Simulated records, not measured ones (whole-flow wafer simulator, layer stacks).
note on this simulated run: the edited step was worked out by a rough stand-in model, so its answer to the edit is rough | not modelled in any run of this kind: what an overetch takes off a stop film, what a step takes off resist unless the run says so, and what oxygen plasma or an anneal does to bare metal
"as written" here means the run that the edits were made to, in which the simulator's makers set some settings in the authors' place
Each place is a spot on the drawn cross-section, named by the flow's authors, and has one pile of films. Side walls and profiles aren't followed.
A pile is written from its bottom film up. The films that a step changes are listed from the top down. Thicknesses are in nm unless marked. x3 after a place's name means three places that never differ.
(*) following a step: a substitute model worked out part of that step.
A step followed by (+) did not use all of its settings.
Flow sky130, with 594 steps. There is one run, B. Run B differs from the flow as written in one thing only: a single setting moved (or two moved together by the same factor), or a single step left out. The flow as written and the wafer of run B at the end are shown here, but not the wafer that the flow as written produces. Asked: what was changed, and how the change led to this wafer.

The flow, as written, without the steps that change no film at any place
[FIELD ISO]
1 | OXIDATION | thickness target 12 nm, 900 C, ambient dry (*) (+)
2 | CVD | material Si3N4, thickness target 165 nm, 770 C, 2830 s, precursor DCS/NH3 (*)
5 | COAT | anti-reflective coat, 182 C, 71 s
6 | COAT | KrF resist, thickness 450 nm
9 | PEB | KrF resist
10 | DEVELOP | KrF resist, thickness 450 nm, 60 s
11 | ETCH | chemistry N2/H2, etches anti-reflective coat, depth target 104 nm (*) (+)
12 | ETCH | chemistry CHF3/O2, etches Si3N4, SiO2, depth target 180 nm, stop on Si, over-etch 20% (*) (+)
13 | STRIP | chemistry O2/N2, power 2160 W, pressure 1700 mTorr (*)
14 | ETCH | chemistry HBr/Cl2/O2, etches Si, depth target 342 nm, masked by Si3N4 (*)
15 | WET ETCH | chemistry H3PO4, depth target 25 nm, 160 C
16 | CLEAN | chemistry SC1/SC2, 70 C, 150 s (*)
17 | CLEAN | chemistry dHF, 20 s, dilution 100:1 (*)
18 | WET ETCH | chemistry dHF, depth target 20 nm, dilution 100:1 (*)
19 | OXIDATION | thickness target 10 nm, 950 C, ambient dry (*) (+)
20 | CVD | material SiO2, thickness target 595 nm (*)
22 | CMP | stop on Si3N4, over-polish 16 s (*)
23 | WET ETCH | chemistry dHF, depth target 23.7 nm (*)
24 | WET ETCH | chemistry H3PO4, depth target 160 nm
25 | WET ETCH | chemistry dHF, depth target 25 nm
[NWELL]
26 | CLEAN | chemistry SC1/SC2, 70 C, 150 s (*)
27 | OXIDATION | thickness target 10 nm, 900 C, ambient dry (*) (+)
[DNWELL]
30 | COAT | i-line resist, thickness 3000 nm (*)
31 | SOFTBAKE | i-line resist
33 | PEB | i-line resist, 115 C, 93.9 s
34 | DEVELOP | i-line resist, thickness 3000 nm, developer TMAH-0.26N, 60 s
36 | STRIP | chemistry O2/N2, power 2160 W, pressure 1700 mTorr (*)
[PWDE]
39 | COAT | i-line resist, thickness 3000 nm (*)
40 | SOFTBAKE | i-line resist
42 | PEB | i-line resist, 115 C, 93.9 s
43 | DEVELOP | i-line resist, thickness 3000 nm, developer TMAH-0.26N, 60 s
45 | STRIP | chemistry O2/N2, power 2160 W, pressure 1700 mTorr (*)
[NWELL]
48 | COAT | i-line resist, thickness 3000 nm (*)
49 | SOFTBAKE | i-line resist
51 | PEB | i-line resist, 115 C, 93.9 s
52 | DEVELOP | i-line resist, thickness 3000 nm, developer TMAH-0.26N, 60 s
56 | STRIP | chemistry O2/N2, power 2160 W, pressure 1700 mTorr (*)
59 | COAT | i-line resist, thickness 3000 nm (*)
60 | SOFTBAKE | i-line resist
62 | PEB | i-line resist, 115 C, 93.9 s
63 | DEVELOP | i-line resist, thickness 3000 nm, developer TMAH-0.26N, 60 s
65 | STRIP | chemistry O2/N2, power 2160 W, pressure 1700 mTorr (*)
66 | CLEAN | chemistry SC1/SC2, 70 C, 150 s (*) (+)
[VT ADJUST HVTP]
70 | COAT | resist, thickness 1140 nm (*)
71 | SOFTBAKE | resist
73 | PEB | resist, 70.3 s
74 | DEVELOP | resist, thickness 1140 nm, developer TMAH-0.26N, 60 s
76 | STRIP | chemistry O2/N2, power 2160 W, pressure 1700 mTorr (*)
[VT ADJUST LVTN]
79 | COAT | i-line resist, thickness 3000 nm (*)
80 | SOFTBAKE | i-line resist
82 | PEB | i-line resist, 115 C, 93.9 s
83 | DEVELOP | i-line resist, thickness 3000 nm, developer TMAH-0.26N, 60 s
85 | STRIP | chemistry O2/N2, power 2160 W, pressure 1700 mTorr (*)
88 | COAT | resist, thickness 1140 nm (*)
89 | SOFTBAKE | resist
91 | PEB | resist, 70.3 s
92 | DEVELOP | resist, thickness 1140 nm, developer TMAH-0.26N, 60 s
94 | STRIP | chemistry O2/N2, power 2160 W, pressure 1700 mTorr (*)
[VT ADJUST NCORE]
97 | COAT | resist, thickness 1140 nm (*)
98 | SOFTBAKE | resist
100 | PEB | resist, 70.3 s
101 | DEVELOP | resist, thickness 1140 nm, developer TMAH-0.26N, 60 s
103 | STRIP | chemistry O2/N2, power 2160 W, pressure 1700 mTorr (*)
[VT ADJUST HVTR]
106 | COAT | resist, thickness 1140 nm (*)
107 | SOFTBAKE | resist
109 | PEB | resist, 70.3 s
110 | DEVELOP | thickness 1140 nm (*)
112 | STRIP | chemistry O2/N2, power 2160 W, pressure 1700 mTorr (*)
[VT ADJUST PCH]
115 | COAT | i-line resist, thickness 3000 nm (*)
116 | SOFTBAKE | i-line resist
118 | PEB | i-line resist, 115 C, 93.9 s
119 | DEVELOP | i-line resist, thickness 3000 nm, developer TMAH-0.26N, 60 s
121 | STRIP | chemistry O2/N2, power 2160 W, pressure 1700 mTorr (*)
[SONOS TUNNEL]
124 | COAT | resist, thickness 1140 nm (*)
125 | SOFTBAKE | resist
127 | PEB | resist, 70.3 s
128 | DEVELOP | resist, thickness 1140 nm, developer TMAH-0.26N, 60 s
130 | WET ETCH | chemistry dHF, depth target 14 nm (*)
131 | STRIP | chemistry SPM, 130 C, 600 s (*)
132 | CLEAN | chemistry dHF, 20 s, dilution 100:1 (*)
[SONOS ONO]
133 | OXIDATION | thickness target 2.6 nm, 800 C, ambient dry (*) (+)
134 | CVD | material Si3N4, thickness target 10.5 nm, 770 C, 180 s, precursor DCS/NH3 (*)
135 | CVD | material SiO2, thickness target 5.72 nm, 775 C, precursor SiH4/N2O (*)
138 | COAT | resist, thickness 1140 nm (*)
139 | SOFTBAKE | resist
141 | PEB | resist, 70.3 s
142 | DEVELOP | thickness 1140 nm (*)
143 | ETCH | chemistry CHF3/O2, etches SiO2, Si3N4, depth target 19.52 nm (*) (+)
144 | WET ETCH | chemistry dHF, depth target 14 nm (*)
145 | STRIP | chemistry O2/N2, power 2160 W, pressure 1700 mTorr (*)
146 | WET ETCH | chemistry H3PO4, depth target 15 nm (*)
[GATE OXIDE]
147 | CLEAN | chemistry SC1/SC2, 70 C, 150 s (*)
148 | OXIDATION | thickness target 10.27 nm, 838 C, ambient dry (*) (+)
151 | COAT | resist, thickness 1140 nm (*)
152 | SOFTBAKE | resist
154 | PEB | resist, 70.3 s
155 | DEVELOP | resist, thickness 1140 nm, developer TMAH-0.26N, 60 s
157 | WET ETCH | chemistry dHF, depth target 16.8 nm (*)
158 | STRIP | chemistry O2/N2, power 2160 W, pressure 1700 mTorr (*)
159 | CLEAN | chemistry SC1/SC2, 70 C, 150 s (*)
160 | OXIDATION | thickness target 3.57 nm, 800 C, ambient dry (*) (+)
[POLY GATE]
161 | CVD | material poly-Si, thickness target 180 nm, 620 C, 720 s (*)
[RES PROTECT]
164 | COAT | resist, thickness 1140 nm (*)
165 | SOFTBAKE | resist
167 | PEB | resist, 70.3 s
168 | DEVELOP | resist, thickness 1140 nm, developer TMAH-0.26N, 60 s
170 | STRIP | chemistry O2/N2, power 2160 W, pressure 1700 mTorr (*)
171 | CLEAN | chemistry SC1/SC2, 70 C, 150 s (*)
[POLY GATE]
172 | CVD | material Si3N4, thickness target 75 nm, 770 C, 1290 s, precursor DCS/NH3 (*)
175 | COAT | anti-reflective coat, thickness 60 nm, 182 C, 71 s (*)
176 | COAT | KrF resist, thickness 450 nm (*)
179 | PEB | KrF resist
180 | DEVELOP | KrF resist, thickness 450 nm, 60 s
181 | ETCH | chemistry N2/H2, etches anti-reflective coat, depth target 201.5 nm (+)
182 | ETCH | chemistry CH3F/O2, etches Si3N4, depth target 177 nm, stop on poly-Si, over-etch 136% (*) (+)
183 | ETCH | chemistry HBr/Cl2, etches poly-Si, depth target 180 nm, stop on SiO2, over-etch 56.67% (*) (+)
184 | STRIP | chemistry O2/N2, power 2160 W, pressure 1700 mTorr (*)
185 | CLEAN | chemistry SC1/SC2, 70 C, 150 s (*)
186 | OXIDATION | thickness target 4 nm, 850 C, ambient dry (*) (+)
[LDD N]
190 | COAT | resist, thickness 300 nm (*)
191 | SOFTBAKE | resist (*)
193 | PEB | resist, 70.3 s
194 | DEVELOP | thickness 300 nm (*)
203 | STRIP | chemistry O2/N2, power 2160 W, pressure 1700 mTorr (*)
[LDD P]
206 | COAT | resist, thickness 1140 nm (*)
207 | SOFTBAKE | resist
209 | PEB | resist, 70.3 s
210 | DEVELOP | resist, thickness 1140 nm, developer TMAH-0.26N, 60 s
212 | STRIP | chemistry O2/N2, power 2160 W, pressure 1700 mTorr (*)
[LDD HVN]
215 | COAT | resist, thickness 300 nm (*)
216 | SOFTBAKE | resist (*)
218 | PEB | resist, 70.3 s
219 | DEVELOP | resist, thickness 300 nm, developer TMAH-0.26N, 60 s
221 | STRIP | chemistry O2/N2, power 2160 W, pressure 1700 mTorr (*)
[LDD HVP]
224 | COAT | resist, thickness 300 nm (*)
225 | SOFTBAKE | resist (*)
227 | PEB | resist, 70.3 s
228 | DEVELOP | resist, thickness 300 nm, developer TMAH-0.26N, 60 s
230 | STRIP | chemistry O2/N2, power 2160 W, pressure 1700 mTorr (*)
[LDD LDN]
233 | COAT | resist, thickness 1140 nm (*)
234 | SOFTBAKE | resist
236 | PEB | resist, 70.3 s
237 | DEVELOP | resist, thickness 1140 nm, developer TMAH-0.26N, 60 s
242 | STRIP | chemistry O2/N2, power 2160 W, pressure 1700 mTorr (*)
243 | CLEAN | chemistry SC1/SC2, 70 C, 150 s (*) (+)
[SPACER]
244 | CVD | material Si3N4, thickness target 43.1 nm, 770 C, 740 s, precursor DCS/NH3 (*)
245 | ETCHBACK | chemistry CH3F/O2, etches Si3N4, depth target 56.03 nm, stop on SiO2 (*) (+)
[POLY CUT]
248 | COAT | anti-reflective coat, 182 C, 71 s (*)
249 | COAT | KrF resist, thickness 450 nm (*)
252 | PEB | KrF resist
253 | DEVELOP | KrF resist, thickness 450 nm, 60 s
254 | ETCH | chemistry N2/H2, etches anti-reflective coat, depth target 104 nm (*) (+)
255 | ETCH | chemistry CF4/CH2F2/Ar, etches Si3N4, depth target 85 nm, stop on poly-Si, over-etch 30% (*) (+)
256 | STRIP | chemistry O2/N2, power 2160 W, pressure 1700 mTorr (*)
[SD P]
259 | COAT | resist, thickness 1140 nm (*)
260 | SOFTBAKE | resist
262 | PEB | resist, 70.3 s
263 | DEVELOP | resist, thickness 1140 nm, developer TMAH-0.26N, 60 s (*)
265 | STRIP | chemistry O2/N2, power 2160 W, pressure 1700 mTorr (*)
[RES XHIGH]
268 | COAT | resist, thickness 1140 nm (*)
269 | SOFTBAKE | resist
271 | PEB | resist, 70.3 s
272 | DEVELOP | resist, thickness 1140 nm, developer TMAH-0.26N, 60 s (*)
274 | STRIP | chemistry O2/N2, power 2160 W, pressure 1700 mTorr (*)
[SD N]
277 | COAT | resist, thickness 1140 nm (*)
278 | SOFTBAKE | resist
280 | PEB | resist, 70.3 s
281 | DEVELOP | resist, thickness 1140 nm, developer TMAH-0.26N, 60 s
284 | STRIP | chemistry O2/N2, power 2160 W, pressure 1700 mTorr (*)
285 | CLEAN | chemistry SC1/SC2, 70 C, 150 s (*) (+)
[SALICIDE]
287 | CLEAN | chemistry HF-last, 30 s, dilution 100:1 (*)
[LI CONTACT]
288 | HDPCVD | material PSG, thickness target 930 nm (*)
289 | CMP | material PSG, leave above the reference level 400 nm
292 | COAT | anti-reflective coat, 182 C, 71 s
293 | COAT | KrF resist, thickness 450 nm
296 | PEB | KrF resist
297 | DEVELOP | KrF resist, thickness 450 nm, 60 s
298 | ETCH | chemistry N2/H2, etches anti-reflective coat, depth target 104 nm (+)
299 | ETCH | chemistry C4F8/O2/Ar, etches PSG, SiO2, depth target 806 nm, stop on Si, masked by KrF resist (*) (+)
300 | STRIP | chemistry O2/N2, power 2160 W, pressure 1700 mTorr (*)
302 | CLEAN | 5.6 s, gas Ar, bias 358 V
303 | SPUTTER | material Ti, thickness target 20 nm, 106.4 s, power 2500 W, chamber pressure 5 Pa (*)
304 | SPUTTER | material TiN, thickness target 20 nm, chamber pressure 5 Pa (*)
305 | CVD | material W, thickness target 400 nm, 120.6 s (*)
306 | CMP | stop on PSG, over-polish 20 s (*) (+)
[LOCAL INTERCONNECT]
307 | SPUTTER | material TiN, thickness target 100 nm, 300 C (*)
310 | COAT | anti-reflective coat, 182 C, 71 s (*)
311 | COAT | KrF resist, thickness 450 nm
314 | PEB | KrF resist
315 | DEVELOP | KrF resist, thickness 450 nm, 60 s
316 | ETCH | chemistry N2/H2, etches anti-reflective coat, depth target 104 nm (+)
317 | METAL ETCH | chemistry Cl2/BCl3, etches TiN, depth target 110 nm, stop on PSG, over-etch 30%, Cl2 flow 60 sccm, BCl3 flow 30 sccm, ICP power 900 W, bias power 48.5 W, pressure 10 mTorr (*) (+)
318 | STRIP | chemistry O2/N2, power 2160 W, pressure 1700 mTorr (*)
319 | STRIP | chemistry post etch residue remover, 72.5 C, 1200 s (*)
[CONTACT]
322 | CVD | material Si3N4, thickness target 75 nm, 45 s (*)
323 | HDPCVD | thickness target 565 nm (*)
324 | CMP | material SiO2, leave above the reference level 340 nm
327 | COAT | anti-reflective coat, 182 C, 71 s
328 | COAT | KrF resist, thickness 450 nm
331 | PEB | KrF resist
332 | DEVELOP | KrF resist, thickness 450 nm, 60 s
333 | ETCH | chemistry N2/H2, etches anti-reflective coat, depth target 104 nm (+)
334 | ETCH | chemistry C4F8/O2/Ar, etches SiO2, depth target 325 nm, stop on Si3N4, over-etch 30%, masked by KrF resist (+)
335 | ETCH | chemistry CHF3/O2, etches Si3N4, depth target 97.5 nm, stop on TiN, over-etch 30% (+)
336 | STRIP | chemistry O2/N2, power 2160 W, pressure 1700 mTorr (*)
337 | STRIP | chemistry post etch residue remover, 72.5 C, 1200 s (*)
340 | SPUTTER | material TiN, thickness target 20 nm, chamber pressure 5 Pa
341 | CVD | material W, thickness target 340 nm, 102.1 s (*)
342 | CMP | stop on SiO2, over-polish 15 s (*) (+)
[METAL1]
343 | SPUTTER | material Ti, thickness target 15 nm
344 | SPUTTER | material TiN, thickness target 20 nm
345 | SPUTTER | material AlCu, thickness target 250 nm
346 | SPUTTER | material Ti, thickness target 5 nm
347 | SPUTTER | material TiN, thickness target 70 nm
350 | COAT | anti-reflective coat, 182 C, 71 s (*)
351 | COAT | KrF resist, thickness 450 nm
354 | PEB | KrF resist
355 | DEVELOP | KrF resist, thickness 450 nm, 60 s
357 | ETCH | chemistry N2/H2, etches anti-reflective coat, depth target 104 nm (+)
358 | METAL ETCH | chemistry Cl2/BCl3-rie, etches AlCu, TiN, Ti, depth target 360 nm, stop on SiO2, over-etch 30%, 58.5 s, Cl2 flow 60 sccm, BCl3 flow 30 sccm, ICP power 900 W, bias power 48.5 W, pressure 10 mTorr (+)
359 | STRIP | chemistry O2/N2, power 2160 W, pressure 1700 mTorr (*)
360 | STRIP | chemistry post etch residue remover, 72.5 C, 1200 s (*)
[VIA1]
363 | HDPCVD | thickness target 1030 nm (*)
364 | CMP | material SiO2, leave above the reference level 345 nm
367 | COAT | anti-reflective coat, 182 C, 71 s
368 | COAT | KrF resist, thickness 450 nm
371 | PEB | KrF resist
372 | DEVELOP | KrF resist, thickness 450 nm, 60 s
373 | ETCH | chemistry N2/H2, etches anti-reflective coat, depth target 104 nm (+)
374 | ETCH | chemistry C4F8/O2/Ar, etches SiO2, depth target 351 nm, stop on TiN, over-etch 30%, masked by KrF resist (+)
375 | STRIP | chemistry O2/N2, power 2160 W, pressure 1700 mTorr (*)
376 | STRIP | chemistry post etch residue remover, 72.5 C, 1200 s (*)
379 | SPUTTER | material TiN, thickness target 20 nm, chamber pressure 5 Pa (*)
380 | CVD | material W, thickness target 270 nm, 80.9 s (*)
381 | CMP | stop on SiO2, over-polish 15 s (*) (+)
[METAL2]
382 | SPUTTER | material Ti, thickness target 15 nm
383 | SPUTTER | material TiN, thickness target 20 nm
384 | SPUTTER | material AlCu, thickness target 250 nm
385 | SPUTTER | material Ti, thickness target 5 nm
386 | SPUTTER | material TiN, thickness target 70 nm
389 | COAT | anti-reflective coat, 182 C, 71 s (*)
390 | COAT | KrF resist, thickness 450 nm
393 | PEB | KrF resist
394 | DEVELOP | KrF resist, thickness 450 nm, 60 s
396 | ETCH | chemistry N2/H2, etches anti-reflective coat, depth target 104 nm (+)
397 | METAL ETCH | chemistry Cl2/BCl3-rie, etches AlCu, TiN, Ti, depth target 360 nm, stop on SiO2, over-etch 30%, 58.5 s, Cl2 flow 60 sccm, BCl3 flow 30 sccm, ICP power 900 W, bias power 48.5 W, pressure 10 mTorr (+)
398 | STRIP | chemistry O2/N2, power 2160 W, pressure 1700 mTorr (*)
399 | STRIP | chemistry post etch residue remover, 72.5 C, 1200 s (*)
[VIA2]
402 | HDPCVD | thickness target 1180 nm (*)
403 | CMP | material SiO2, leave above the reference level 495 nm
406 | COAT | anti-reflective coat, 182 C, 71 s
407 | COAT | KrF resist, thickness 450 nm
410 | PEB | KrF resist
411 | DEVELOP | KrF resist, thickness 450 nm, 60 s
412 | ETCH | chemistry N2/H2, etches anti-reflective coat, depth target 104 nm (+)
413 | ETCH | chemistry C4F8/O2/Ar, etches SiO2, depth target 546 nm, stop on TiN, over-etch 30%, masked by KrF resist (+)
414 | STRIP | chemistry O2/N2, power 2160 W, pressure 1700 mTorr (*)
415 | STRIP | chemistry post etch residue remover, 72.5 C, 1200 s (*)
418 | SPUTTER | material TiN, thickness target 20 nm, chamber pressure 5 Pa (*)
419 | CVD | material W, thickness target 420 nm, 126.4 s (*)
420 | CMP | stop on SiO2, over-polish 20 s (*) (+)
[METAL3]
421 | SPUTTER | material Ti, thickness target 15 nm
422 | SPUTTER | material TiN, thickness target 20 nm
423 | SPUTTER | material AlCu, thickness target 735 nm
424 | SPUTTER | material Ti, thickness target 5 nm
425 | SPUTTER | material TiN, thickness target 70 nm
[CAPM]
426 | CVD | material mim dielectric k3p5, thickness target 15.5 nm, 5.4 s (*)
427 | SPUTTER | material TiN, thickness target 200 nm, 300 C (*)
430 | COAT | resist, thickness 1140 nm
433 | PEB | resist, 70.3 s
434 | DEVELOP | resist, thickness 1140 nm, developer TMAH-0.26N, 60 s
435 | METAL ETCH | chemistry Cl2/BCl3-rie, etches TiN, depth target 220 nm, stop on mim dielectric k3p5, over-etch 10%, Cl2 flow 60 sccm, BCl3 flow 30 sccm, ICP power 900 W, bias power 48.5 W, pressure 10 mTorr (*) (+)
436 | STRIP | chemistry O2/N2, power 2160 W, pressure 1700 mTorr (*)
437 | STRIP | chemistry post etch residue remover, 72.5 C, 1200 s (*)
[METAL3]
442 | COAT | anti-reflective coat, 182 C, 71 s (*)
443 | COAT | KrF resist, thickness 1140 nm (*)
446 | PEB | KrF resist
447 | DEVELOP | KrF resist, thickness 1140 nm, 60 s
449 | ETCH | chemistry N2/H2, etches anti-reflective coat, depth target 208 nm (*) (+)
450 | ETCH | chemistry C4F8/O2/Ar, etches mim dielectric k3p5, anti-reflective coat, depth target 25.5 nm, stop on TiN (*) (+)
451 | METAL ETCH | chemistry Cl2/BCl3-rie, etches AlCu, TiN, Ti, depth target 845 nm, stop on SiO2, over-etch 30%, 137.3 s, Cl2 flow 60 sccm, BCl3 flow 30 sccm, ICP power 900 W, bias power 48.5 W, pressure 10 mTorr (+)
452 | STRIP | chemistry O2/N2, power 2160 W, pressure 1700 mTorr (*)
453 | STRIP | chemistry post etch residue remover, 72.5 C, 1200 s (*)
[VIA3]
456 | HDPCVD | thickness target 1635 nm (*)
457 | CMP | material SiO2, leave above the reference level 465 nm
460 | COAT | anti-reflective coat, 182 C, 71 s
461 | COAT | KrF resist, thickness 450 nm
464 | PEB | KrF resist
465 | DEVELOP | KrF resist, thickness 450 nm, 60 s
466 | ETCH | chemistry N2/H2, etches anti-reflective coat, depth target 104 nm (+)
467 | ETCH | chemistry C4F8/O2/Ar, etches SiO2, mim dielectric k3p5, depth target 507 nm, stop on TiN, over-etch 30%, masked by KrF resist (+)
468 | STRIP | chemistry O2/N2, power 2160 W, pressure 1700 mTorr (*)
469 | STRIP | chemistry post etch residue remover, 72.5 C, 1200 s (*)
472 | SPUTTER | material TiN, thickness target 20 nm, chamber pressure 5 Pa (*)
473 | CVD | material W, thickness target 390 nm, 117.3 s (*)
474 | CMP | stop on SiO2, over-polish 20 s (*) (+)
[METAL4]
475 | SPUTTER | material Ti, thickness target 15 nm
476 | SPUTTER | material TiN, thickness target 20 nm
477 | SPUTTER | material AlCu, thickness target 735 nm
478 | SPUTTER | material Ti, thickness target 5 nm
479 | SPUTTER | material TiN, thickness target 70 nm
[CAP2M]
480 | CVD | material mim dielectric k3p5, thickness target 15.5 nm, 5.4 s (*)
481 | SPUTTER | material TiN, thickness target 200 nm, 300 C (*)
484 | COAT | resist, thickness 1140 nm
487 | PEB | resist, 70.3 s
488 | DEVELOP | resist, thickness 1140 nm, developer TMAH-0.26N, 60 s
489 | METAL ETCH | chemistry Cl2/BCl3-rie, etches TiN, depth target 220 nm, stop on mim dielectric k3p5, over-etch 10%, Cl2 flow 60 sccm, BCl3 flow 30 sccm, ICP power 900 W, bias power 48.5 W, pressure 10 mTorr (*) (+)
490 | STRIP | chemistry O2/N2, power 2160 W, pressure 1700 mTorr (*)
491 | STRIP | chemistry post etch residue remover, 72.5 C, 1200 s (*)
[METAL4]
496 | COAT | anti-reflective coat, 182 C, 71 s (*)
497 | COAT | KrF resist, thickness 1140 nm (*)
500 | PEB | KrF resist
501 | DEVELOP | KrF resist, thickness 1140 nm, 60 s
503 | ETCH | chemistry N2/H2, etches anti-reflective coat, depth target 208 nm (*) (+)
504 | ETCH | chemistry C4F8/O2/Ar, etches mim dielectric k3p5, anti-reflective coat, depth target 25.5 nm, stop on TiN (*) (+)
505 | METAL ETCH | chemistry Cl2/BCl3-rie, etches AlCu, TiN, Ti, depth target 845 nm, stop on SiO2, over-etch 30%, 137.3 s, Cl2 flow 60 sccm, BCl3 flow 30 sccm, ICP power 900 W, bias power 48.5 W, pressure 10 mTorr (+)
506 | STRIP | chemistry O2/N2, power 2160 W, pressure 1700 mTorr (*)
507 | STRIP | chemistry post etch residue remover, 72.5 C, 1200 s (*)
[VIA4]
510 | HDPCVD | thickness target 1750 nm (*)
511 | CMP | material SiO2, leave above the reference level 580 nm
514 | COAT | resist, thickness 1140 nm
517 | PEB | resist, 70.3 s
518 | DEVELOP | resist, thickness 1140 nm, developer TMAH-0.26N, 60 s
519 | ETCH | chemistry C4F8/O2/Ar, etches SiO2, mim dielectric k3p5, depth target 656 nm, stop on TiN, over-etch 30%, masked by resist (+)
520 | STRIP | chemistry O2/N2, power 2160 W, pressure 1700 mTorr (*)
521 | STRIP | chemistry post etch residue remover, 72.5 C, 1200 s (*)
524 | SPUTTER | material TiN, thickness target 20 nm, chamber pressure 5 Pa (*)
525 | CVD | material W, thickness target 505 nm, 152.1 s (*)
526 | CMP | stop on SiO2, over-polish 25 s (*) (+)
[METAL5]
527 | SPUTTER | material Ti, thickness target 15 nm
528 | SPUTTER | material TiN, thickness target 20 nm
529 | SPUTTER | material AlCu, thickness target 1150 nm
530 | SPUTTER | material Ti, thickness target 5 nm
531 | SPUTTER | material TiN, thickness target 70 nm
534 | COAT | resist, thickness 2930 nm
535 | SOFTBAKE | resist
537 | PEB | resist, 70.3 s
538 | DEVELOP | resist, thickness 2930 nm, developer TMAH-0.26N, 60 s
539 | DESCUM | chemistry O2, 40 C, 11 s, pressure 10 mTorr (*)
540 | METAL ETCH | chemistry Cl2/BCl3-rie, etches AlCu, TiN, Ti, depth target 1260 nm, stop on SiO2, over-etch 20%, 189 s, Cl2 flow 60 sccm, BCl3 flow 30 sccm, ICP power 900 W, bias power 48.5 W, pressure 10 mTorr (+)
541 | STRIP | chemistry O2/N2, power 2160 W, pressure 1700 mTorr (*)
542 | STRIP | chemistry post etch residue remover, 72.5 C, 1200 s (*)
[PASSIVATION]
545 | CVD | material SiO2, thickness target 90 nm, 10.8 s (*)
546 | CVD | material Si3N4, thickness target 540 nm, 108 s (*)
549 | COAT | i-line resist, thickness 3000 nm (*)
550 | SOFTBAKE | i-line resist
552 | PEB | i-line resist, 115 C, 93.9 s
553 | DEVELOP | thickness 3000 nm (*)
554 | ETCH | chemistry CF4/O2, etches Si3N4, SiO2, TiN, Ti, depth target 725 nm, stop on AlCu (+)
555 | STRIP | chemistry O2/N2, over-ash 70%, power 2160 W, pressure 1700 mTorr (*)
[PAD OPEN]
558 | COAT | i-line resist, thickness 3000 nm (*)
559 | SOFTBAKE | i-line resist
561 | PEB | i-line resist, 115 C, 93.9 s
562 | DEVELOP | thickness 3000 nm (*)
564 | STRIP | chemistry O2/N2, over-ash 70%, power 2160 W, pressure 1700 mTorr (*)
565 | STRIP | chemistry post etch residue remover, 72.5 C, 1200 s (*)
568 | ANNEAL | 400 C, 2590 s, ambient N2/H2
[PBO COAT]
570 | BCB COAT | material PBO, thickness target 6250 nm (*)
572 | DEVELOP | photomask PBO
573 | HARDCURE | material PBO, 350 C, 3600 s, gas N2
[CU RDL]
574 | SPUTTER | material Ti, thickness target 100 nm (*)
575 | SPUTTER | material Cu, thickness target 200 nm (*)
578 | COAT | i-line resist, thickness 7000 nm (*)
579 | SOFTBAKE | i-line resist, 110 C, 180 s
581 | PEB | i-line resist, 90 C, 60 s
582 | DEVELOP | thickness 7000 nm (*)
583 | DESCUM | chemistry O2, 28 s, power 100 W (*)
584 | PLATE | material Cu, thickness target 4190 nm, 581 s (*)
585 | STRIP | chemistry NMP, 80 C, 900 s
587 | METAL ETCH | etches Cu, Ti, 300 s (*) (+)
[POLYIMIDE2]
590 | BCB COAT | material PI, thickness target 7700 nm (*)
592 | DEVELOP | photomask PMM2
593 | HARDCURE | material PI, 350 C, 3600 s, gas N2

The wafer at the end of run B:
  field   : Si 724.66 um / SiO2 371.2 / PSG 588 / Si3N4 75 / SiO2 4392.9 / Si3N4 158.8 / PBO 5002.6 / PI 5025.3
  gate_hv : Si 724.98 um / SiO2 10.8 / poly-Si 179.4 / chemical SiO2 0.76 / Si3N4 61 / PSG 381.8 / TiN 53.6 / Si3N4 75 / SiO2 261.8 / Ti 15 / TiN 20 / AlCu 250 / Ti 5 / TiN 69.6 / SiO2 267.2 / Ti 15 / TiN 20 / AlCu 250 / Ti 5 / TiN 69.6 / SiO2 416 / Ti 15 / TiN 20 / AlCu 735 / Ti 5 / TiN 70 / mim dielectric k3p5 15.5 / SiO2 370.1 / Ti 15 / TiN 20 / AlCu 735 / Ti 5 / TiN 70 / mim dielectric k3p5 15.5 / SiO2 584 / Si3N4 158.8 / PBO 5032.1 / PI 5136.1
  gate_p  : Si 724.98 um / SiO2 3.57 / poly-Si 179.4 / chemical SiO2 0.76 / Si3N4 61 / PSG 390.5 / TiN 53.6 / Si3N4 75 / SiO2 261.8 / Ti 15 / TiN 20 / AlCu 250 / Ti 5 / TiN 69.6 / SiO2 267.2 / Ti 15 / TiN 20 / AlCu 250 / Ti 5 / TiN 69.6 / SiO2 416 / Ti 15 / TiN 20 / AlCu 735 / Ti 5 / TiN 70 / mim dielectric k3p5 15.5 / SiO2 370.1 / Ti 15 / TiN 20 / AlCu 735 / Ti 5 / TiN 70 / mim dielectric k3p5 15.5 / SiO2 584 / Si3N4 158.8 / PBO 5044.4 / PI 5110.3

Cause: step 307, SPUTTER: thickness target 54 nm was run, whereas the flow has thickness target 100 nm.

Step by step, how the change led to this:
  307 | SPUTTER | material TiN, thickness target 100 nm, 300 C (*)
      field, active, n_well and 188 more: TiN gains 54 (new film) (in the flow as written it would be: TiN gains 100 (new film))
  317 | METAL ETCH | chemistry Cl2/BCl3, etches TiN, depth target 110 nm, stop on PSG, over-etch 30%, Cl2 flow 60 sccm, BCl3 flow 30 sccm, ICP power 900 W, bias power 48.5 W, pressure 10 mTorr (*) (+)
      n_well, p_well, gate_hv and 97 more: KrF resist loses 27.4 (in the flow as written it would be: KrF resist loses 44)
      field, active, gate and 88 more: TiN loses 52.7 (all of it) (in the flow as written it would be: TiN loses 98.7 (all of it))
  318 | STRIP | chemistry O2/N2, power 2160 W, pressure 1700 mTorr (*)
      n_well, p_well, gate_hv and 92 more: KrF resist loses 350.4 (all of it), anti-reflective coat loses 80 (all of it) (in the flow as written it would be: KrF resist loses 333.8 (all of it), anti-reflective coat loses 80 (all of it))
      poly_licon, ndiff_licon, ndiff_licon_cpp, rpo_hd_licon: KrF resist loses 350.5 (all of it), anti-reflective coat loses 80.5 (all of it) (in the flow as written it would be: KrF resist loses 333.9 (all of it), anti-reflective coat loses 80.5 (all of it))
      (as well as at 1 more place)
  324 | CMP | material SiO2, leave above the reference level 340 nm
      field, active, gate and 88 more: SiO2 loses 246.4 (in the flow as written it would be: SiO2 loses 200.4)
